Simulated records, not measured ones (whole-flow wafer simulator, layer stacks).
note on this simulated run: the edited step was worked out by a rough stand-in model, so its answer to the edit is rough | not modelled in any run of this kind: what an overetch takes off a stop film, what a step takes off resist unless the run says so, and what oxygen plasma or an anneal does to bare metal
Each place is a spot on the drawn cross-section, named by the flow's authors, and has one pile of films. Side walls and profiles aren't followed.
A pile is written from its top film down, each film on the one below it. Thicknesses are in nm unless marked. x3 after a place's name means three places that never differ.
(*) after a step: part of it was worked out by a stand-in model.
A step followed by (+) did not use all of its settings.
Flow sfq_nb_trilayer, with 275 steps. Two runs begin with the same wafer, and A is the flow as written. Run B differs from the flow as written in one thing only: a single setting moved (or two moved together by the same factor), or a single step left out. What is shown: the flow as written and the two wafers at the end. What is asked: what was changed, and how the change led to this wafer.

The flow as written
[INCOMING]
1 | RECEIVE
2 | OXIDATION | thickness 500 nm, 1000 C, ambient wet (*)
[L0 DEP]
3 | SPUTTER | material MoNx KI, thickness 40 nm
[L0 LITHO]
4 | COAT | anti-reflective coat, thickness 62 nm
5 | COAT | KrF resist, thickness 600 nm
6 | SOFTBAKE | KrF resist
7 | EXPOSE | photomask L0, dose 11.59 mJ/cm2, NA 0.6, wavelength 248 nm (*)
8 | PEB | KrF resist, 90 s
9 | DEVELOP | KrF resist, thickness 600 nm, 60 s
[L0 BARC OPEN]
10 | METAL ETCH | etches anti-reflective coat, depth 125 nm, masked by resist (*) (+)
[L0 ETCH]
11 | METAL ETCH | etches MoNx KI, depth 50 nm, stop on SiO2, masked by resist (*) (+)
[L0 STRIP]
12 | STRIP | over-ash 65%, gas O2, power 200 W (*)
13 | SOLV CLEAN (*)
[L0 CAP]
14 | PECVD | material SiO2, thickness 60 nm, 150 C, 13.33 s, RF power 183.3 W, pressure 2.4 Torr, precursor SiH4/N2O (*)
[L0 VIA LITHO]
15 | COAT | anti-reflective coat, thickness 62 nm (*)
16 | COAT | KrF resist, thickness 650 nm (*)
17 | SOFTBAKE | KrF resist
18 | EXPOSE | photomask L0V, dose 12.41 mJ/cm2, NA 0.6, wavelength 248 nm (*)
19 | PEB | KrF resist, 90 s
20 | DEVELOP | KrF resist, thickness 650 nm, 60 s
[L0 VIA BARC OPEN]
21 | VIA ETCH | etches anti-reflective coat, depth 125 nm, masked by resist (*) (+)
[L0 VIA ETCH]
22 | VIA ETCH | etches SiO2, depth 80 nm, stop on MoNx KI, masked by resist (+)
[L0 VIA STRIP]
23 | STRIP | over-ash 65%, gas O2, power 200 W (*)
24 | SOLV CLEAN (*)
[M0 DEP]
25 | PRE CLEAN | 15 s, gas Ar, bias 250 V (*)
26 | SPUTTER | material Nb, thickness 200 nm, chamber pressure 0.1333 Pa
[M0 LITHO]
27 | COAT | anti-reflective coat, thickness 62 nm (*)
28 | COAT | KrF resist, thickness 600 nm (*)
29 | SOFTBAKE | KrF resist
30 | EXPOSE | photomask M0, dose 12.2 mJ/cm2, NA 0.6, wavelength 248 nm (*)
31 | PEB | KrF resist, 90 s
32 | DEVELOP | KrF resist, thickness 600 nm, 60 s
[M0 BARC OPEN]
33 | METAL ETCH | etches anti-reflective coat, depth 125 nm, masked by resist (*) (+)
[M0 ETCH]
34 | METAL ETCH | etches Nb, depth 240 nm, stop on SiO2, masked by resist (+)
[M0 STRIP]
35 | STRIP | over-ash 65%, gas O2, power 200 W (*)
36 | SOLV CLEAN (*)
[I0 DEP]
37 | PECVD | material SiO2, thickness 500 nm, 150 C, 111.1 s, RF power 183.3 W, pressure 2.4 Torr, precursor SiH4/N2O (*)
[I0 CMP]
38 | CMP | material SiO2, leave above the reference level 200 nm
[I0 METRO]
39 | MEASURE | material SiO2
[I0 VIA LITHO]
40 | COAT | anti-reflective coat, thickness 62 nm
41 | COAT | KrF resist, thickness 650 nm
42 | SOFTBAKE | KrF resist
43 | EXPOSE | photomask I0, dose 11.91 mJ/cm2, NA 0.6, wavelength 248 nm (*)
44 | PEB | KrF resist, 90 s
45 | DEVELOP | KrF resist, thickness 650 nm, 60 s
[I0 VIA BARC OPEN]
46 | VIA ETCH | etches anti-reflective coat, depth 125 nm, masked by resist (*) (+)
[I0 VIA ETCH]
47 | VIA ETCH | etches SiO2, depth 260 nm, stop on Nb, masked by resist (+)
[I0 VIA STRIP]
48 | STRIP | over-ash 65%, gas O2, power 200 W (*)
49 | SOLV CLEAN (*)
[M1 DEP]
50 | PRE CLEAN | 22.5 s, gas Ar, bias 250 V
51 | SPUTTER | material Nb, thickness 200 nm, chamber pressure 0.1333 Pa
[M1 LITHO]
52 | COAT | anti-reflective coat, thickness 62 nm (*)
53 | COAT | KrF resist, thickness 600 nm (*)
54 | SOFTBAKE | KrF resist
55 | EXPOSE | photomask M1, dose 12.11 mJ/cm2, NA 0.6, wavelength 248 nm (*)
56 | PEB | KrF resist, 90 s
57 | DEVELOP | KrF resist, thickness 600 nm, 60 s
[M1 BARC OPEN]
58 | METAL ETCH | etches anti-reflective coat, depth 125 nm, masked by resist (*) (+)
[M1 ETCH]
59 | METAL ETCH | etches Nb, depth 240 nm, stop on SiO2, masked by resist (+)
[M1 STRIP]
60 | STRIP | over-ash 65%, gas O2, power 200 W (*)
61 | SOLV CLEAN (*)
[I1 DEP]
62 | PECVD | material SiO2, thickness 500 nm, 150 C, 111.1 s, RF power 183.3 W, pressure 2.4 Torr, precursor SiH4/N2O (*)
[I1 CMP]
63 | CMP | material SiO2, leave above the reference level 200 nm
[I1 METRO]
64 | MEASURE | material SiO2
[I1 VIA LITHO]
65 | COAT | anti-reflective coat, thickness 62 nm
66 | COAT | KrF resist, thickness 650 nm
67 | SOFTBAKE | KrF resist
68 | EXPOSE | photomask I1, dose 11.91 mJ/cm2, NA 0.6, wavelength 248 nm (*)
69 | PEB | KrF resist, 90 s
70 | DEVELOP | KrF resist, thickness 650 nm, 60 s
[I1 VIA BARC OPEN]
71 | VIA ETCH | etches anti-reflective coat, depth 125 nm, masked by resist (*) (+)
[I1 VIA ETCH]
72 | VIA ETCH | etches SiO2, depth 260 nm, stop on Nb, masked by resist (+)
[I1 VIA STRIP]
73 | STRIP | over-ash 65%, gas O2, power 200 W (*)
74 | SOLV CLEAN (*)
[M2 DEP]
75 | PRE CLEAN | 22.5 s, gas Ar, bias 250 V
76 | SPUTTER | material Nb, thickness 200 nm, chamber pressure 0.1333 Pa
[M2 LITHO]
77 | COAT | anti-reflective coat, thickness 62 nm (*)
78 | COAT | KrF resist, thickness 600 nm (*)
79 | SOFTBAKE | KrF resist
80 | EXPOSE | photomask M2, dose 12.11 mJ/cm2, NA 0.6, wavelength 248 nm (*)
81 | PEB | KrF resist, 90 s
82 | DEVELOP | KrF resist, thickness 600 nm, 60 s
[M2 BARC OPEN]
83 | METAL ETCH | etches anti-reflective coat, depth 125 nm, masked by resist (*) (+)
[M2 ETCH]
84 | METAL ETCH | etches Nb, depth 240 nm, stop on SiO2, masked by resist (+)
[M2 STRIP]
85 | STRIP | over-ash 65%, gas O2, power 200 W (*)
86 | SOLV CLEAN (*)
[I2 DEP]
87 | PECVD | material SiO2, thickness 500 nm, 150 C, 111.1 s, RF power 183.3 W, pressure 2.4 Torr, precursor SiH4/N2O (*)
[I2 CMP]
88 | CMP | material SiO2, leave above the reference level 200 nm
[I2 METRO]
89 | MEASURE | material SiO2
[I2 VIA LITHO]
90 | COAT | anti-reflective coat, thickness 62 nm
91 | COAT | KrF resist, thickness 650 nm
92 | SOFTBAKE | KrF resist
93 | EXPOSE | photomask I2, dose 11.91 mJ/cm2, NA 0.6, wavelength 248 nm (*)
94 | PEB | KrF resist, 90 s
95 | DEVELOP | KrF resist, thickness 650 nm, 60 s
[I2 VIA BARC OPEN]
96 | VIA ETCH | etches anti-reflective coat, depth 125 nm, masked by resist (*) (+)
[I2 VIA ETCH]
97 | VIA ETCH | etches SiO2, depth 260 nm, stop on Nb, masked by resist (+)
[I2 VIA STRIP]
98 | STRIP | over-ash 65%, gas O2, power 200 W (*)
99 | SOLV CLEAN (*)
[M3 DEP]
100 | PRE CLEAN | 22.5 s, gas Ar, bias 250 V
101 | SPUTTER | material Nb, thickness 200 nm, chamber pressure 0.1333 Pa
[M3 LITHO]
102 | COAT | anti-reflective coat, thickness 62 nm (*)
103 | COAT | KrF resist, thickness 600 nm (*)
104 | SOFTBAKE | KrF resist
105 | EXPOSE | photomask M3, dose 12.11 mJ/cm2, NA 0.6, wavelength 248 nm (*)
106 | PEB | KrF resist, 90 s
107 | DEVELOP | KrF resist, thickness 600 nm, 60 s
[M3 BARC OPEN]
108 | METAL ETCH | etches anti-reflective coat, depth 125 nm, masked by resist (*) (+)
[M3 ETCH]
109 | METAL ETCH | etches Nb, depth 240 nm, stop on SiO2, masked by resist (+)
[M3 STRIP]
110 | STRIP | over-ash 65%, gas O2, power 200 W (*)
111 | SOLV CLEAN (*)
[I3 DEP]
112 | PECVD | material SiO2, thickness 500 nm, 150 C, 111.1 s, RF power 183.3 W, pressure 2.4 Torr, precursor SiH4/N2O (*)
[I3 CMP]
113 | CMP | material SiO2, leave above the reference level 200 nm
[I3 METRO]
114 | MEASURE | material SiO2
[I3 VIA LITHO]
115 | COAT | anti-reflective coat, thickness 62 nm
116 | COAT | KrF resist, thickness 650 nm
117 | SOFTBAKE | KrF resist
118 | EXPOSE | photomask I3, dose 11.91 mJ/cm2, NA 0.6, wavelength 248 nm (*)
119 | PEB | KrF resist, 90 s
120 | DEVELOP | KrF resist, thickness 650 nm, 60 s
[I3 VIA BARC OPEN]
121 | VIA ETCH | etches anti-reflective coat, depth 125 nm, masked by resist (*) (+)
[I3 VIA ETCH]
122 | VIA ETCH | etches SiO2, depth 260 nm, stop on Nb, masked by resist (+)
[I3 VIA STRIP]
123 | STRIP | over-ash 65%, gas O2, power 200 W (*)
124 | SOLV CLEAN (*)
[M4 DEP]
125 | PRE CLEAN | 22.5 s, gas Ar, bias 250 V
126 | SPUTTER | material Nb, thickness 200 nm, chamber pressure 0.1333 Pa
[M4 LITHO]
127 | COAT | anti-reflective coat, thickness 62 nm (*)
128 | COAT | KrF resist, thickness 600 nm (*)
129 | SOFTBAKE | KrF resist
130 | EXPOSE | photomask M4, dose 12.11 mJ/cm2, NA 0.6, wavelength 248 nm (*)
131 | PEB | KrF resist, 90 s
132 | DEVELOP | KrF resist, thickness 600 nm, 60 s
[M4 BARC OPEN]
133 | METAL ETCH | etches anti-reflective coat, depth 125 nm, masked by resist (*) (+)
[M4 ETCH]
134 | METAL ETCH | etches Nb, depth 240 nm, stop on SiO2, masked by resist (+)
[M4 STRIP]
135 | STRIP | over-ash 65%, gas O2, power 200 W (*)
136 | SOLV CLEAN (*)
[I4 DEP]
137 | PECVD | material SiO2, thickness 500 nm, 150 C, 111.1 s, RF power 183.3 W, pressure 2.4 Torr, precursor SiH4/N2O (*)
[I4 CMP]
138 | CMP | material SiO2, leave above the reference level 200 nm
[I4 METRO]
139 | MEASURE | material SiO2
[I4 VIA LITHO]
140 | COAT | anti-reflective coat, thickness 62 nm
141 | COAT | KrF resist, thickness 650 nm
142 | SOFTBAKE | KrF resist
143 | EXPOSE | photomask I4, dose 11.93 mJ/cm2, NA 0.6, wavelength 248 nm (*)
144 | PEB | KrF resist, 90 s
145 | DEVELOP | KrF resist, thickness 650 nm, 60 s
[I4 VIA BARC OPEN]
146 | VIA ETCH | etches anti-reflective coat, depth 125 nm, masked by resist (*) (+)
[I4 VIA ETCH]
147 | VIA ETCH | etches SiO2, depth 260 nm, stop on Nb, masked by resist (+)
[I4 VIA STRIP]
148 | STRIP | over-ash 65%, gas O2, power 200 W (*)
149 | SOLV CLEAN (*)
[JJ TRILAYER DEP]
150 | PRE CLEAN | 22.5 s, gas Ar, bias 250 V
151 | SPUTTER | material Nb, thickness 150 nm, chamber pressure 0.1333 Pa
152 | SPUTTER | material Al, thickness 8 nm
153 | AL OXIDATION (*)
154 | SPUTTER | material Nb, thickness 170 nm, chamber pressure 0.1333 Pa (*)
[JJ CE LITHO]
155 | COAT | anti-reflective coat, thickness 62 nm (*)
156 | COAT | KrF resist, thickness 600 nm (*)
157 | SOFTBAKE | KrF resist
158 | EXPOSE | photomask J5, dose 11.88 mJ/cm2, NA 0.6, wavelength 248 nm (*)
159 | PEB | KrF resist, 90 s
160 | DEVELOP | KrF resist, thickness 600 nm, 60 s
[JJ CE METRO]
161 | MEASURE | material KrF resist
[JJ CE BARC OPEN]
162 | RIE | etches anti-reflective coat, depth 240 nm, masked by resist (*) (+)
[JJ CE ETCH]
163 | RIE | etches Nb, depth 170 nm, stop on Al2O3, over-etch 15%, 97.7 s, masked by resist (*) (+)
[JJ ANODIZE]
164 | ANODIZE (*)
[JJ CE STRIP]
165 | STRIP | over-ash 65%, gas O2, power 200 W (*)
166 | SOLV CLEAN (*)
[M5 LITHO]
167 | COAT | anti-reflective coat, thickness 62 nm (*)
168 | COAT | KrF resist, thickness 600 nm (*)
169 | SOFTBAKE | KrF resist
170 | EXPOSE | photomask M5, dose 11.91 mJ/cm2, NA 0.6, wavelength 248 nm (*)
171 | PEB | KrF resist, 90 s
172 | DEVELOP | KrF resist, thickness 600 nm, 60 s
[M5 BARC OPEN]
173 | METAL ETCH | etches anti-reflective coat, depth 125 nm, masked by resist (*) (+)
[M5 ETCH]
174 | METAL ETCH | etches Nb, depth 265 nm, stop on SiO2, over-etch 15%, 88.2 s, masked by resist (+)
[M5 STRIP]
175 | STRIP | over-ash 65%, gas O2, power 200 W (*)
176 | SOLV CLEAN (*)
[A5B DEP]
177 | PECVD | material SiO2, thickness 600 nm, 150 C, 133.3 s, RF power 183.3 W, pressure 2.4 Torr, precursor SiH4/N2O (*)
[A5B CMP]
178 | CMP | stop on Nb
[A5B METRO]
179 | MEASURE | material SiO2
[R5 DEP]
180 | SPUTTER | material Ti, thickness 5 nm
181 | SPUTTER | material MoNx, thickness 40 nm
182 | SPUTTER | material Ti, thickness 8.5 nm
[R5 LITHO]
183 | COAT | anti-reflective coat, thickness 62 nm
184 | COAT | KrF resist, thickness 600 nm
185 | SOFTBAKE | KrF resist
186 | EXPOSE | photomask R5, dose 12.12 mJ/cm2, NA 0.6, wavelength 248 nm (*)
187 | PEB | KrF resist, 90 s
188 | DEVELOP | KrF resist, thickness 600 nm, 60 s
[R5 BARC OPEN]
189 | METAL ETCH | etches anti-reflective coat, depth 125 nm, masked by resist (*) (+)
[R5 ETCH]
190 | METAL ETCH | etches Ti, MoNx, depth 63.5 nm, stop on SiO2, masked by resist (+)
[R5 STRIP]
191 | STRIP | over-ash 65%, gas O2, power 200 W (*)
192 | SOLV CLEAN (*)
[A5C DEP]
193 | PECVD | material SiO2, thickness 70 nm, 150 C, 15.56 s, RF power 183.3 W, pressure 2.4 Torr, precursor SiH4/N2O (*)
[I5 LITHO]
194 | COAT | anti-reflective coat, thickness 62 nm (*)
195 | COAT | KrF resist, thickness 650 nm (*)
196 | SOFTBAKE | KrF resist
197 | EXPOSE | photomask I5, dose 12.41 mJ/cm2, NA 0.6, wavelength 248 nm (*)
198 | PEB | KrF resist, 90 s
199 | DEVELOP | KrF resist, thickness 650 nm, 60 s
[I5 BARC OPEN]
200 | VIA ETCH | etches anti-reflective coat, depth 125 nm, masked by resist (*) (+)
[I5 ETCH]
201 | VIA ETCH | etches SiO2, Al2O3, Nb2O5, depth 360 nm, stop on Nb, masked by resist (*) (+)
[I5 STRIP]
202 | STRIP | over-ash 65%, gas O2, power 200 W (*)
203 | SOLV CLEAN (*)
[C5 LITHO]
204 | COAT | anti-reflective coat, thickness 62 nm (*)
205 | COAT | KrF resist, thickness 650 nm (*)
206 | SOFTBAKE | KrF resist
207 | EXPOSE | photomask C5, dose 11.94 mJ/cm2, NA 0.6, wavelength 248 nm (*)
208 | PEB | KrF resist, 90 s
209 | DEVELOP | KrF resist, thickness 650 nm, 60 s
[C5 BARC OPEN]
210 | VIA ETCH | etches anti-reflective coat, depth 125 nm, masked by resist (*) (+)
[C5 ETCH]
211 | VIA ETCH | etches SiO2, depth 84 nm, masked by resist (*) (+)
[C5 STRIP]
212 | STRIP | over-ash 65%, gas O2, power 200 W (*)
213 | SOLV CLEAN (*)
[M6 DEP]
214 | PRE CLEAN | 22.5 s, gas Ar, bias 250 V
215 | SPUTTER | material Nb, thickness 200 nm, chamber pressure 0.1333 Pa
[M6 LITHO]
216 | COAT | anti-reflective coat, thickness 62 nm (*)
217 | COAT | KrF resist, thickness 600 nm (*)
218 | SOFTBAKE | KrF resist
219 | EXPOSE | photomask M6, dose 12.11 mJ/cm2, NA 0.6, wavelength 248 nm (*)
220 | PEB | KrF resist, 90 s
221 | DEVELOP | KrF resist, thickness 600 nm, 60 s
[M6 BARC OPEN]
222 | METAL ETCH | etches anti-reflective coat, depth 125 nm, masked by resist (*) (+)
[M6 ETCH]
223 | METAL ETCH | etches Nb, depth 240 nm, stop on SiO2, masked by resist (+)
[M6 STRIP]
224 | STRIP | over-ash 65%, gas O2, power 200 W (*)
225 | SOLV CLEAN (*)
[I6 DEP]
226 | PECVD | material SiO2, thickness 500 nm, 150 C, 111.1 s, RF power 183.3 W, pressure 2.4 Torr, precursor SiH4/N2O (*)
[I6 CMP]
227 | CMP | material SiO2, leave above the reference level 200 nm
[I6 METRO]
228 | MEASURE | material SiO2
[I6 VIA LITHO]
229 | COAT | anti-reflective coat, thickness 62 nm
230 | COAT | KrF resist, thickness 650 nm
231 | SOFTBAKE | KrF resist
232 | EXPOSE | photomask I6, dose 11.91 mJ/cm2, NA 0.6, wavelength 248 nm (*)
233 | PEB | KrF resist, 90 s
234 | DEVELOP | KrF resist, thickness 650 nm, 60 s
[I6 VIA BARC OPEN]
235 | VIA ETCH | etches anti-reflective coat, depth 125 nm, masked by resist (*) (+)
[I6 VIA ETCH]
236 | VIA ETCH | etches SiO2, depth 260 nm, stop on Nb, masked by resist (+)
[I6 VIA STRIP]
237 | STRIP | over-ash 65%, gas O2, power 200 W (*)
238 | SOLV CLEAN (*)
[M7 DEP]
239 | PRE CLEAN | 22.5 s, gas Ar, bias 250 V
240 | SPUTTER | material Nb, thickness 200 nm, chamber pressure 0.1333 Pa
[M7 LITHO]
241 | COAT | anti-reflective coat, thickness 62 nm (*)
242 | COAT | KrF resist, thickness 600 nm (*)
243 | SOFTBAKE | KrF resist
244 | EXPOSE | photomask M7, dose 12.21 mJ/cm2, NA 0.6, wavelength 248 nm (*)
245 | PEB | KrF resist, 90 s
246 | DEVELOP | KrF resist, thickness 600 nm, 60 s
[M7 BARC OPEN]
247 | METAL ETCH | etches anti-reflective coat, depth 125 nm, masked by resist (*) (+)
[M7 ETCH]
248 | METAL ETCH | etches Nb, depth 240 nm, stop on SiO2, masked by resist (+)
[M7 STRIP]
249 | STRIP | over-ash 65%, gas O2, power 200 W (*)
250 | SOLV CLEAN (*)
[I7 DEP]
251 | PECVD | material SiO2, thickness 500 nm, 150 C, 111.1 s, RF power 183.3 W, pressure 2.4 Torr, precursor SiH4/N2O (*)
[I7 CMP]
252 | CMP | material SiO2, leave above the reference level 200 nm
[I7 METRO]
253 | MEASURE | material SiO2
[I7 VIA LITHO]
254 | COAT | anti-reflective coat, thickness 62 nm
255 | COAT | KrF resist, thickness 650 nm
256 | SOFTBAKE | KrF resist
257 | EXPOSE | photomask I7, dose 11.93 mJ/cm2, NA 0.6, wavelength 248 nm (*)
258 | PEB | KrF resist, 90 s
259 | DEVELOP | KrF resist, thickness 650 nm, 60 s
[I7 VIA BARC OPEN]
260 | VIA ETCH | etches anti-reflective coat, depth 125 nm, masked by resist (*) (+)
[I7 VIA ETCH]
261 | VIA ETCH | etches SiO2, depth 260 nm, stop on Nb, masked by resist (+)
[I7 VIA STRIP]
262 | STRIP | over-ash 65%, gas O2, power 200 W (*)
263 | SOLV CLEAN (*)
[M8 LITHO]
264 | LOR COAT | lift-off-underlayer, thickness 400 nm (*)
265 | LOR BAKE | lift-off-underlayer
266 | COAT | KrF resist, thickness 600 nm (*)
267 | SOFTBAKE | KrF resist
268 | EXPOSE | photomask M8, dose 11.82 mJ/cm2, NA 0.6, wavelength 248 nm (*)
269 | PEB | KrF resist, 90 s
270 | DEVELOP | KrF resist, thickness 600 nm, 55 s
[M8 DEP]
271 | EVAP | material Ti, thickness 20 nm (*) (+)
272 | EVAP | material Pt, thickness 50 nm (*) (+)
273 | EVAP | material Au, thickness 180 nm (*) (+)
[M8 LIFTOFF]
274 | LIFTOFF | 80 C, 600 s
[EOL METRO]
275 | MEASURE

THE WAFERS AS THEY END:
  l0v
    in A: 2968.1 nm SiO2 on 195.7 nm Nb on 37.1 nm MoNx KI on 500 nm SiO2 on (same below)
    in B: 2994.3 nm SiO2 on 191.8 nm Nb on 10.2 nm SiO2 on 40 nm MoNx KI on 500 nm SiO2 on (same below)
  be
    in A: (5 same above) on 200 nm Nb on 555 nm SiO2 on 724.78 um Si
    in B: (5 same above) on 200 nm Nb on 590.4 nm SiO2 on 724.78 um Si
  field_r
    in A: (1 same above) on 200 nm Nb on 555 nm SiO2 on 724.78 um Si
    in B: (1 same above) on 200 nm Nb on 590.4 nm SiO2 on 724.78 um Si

The reason: step 14, PECVD: thickness 95.4 nm was run, while the flow as written has thickness 60 nm; step 14, PECVD: 21.2 s was run, where the flow has 13.33 s.

How this came from the change, step by step:
  14 | PECVD | material SiO2, thickness 60 nm, 150 C, 13.33 s, RF power 183.3 W, pressure 2.4 Torr, precursor SiH4/N2O (*)
      v_sur, via_wl, via_w and 97 more: A +60 SiO2 | B +95.4 SiO2
      field_l, l0_sur, l0v, l0r_line_l, l0r_line_c, l0r_line_r: A +60 SiO2 (new film) | B +95.4 SiO2 (new film)
  22 | VIA ETCH | etches SiO2, depth 80 nm, stop on MoNx KI, masked by resist (+)
      l0v: A -59.8 SiO2 (all of it) | B -80 SiO2
  25 | PRE CLEAN | 15 s, gas Ar, bias 250 V (*)
      l0v: A -2.91 MoNx KI | B -5 SiO2
  27 | COAT | anti-reflective coat, thickness 62 nm (*)
      l0_sur: A +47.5 anti-reflective coat (new film) | B +45.9 anti-reflective coat (new film)
      l0v: A +78 anti-reflective coat (new film) | B +83.5 anti-reflective coat (new film)
  28 | COAT | KrF resist, thickness 600 nm (*)
      l0v: A +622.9 KrF resist (new film) | B +637.9 KrF resist (new film)
  35 | STRIP | over-ash 65%, gas O2, power 200 W (*)
      l0_sur: A -372 KrF resist (all of it), -47.5 anti-reflective coat (all of it) | B -369.6 KrF resist (all of it), -45.9 anti-reflective coat (all of it)
      l0v: A -405.3 KrF resist (all of it), -78 anti-reflective coat (all of it) | B -420.2 KrF resist (all of it), -83.5 anti-reflective coat (all of it)
  38 | CMP | material SiO2, leave above the reference level 200 nm
      l0v: A -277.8 SiO2 | B -251.6 SiO2
Taking metal films that touch as one body, l0v has 2 bodies (between them, from the top down: SiO2 10.2); the flow as written gives 1 body.
